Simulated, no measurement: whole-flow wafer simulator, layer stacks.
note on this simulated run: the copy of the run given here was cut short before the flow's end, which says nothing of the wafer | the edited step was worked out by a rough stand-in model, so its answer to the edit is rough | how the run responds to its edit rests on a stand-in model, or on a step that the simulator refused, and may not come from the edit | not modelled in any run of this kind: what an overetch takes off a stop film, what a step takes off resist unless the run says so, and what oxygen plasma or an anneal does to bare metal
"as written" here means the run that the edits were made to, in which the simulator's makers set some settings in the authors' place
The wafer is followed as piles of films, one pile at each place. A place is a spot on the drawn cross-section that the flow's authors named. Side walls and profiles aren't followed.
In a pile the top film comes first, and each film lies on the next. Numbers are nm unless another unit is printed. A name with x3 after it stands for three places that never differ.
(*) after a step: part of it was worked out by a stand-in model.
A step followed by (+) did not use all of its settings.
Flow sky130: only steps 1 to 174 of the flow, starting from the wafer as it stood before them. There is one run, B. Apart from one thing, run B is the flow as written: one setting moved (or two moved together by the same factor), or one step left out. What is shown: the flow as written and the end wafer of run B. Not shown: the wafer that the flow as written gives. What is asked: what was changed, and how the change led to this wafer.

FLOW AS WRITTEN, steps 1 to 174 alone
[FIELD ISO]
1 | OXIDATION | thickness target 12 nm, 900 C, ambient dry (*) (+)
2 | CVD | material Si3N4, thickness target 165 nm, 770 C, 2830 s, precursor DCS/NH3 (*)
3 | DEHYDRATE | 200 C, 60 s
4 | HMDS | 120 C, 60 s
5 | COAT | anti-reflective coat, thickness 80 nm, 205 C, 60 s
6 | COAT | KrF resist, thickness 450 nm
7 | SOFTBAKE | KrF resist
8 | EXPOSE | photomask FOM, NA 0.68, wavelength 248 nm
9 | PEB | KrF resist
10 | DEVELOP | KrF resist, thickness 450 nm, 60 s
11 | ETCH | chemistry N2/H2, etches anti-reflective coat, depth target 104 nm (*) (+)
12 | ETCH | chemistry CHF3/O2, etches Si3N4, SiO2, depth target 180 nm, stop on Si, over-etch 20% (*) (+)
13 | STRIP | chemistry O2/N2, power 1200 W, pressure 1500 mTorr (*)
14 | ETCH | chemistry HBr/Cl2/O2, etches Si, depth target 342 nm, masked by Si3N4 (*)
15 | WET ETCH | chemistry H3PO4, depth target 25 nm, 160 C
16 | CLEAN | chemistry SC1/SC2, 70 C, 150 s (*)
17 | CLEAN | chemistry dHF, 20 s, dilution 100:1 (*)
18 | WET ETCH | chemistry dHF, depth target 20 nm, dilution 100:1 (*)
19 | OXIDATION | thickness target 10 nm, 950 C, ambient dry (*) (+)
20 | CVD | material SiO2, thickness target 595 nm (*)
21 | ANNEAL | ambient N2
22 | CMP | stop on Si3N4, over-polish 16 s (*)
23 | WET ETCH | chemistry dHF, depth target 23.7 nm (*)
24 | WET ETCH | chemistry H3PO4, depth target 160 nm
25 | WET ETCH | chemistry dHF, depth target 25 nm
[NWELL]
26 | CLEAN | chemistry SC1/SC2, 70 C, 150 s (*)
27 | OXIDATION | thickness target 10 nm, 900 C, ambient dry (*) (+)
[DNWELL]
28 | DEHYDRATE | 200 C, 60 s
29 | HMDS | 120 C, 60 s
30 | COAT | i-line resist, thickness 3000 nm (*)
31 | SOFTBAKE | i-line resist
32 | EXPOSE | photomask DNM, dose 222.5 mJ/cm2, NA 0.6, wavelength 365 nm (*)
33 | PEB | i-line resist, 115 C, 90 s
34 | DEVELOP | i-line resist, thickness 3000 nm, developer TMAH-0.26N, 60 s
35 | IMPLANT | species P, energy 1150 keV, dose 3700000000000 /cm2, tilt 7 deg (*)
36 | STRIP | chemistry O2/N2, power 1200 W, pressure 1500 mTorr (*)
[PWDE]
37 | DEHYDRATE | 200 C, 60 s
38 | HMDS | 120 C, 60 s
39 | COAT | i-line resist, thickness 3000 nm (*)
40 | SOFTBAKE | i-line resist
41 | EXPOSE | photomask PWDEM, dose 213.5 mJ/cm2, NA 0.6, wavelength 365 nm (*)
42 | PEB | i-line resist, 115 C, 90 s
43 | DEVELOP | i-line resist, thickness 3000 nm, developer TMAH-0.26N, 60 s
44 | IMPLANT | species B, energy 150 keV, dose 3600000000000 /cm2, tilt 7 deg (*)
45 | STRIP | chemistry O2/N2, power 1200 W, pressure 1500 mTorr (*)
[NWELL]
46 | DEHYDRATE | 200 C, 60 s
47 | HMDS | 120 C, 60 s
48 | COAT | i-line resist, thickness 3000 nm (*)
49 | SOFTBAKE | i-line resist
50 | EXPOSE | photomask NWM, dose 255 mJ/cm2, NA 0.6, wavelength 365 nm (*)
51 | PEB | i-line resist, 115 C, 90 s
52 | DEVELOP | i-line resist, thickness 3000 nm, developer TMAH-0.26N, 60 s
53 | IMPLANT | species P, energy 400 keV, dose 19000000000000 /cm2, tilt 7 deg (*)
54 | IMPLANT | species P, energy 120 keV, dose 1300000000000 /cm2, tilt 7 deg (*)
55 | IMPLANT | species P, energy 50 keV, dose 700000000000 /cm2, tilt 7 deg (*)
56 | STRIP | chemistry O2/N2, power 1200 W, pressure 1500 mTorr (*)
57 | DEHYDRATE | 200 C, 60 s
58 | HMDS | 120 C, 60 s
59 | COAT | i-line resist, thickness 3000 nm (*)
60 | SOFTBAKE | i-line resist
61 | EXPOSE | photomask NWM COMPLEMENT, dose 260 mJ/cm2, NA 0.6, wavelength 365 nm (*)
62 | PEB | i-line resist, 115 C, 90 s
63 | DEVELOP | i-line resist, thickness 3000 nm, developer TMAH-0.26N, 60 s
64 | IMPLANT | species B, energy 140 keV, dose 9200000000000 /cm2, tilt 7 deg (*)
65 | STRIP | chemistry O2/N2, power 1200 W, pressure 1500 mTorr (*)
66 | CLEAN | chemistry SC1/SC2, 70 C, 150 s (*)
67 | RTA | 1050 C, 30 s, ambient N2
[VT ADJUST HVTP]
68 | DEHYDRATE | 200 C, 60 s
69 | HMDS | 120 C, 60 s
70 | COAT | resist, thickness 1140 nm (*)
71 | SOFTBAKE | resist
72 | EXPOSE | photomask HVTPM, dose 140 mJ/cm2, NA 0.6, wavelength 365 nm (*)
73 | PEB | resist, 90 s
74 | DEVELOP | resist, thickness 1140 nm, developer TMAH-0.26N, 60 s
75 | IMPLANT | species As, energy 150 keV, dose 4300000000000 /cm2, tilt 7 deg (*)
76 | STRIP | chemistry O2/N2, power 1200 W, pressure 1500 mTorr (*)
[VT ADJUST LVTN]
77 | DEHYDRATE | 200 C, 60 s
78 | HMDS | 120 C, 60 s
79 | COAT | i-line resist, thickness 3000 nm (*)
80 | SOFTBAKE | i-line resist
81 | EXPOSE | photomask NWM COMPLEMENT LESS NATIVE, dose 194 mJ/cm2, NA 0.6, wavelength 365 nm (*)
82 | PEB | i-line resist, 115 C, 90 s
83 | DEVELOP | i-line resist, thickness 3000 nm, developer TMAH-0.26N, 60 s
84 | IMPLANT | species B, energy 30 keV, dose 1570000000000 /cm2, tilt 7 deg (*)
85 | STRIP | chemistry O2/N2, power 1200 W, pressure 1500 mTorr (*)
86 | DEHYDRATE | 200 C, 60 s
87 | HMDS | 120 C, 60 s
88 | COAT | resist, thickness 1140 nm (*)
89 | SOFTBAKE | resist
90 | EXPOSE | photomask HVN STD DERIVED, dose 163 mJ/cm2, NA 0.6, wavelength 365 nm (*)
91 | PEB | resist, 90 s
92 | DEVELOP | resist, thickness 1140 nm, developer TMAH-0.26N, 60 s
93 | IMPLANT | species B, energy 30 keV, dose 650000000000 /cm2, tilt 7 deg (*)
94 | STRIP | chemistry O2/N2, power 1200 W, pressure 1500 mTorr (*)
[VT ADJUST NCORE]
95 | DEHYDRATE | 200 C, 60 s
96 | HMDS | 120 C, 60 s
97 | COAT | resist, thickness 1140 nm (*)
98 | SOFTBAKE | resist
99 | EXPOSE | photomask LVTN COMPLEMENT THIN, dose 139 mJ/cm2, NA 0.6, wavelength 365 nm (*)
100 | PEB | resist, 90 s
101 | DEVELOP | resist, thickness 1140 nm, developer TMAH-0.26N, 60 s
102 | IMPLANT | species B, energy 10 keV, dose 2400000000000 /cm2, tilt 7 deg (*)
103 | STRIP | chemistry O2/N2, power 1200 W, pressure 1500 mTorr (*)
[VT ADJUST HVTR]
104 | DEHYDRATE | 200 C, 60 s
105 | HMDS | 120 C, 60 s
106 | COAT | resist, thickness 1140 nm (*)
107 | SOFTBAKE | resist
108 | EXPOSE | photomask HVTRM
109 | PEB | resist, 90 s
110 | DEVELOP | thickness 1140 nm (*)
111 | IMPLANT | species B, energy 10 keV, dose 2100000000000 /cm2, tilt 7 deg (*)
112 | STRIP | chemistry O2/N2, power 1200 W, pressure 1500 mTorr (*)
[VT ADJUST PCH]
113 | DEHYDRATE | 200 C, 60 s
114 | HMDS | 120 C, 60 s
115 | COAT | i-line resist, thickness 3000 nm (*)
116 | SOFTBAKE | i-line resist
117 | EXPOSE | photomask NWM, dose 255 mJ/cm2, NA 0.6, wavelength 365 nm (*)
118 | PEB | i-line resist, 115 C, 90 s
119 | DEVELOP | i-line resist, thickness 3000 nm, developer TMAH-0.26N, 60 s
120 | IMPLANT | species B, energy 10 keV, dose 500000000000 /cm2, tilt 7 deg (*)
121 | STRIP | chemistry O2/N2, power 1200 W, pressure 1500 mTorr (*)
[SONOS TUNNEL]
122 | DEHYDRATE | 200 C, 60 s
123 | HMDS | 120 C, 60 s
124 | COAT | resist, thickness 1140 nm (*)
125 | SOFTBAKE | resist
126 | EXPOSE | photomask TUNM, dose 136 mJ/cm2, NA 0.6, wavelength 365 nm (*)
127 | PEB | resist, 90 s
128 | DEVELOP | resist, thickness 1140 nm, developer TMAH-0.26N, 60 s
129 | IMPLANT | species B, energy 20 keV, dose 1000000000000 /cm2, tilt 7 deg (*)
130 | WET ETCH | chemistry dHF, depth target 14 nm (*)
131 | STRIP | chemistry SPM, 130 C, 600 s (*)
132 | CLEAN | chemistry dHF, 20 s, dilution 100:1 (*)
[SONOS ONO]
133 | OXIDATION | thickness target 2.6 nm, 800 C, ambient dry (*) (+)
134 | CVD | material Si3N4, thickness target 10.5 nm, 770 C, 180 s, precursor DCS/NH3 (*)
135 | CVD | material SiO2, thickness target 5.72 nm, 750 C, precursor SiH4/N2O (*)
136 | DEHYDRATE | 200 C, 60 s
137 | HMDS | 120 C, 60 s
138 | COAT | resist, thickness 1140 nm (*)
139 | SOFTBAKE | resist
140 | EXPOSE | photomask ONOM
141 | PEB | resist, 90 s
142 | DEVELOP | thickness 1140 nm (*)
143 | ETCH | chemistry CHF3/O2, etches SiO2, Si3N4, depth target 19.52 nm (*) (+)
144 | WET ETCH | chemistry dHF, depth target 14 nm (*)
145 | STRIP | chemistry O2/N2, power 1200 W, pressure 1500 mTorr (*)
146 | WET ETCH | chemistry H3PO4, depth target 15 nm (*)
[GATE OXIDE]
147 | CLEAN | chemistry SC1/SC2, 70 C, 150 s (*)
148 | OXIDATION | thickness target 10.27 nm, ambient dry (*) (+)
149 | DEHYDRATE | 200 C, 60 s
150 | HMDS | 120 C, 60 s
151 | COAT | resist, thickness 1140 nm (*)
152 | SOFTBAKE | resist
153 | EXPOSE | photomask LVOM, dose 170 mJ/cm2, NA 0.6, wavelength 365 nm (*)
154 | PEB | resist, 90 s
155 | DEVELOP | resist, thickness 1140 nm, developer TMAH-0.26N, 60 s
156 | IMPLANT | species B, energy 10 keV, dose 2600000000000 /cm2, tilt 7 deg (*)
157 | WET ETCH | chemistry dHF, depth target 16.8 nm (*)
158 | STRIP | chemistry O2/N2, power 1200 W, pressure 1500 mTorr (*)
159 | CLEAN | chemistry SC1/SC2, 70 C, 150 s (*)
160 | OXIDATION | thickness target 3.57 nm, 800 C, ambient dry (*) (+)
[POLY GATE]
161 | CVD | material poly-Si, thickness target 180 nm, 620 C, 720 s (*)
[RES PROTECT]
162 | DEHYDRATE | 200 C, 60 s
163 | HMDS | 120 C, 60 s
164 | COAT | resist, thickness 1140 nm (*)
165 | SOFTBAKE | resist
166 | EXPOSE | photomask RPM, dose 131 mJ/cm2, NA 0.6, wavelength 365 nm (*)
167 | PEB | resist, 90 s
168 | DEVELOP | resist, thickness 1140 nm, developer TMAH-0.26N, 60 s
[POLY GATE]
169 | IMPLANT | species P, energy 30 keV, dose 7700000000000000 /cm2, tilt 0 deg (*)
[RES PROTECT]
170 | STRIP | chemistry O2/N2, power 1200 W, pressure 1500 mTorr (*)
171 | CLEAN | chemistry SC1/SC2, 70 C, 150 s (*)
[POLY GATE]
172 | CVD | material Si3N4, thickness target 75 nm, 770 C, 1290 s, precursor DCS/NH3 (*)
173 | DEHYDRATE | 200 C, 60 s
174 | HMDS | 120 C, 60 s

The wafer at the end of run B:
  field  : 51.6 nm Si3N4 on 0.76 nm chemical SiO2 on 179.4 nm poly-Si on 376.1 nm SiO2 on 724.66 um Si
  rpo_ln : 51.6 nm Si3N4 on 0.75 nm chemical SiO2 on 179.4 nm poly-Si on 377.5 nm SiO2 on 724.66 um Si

Cause: step 172, CVD: 747 C was run, though the flow has 770 C.

Step by step, how the change led to this:
  172 | CVD | material Si3N4, thickness target 75 nm, 770 C, 1290 s, precursor DCS/NH3 (*)
      field, active, n_well and 187 more: Si3N4 gains 51.6 (new film) (as written it would have been: Si3N4 gains 75 (new film))
